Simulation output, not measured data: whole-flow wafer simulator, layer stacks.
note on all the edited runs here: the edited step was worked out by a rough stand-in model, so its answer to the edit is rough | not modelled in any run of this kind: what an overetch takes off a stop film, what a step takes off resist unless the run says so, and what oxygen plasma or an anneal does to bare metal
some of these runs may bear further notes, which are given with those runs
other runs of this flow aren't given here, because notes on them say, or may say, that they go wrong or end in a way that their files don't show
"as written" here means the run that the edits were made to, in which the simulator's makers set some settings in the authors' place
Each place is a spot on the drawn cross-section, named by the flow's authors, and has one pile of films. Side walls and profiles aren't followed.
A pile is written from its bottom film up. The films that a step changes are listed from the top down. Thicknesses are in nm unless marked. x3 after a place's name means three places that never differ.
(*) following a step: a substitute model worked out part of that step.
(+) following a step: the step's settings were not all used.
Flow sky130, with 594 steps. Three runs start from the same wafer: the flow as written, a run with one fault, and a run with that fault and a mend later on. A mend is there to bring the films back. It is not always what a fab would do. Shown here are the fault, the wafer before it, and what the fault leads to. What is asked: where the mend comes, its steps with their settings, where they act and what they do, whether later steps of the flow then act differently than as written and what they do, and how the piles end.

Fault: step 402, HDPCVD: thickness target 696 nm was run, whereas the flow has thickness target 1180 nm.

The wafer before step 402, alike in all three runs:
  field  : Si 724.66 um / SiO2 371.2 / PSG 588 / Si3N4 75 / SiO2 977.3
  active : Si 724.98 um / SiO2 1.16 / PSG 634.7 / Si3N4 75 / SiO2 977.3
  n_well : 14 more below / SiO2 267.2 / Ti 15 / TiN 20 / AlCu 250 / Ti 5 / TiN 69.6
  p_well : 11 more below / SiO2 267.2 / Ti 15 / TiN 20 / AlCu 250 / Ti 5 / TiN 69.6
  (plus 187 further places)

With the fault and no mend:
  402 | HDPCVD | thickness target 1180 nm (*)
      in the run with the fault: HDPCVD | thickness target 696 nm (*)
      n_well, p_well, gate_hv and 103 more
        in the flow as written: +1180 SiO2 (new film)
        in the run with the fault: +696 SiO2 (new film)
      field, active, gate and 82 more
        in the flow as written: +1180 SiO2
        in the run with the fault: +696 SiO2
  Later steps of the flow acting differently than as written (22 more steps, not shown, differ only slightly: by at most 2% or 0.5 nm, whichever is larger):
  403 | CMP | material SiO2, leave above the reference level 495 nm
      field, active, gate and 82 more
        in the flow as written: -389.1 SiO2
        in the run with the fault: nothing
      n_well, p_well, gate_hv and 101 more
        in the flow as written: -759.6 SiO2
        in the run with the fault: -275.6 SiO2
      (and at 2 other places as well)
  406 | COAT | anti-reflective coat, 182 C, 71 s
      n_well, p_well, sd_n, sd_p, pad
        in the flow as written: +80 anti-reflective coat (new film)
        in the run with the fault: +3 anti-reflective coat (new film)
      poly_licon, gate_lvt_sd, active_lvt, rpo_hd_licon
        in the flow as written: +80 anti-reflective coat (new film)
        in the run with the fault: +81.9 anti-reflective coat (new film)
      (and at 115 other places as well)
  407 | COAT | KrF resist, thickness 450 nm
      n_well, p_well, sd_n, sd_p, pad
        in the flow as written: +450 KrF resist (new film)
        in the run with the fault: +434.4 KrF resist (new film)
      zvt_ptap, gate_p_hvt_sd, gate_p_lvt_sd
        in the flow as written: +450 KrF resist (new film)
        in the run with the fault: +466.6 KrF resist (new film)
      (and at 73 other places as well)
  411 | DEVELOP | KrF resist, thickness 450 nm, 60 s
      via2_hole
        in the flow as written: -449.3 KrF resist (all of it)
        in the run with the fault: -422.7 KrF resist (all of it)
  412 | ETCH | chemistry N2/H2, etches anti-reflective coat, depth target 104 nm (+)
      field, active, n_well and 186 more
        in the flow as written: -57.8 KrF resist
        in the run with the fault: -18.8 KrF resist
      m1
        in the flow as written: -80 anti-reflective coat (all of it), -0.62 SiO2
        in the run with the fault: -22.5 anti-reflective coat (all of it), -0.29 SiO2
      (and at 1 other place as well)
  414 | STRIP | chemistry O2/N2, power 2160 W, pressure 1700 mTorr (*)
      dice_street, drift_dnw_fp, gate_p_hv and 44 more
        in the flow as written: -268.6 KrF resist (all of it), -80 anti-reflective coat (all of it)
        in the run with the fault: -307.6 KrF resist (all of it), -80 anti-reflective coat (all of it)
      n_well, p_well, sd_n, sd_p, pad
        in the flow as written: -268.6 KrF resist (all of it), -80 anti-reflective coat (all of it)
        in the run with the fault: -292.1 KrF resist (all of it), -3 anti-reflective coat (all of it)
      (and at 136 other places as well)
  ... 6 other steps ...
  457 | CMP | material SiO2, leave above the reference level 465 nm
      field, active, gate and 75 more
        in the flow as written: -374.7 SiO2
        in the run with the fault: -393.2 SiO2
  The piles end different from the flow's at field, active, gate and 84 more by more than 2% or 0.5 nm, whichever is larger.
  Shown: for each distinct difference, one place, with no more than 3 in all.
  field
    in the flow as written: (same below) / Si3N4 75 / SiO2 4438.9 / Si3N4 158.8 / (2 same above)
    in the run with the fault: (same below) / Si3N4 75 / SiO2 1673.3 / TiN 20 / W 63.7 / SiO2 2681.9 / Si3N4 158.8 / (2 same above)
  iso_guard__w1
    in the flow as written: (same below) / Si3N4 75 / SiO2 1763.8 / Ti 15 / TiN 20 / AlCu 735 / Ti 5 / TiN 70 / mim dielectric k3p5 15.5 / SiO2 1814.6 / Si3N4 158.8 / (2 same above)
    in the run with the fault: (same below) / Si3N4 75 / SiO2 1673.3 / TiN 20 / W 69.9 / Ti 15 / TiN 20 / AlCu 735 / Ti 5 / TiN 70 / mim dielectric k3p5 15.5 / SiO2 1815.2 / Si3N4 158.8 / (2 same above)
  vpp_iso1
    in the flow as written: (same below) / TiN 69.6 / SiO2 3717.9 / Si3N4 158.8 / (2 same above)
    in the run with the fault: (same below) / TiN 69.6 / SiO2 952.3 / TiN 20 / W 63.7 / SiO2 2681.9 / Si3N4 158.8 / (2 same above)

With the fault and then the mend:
  The mend stands after step 402.
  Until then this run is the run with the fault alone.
  402a | HDPCVD | thickness target 484 nm (*) (a further turn of the flow's step 402, with different settings)
      field, active, n_well and 188 more
        +484 SiO2
  Every later step of the flow that is run acts as written, at every place that is followed, to within 2% or 0.5 nm, whichever is larger.
  At every place that both follow, the piles at the end match the flow's.
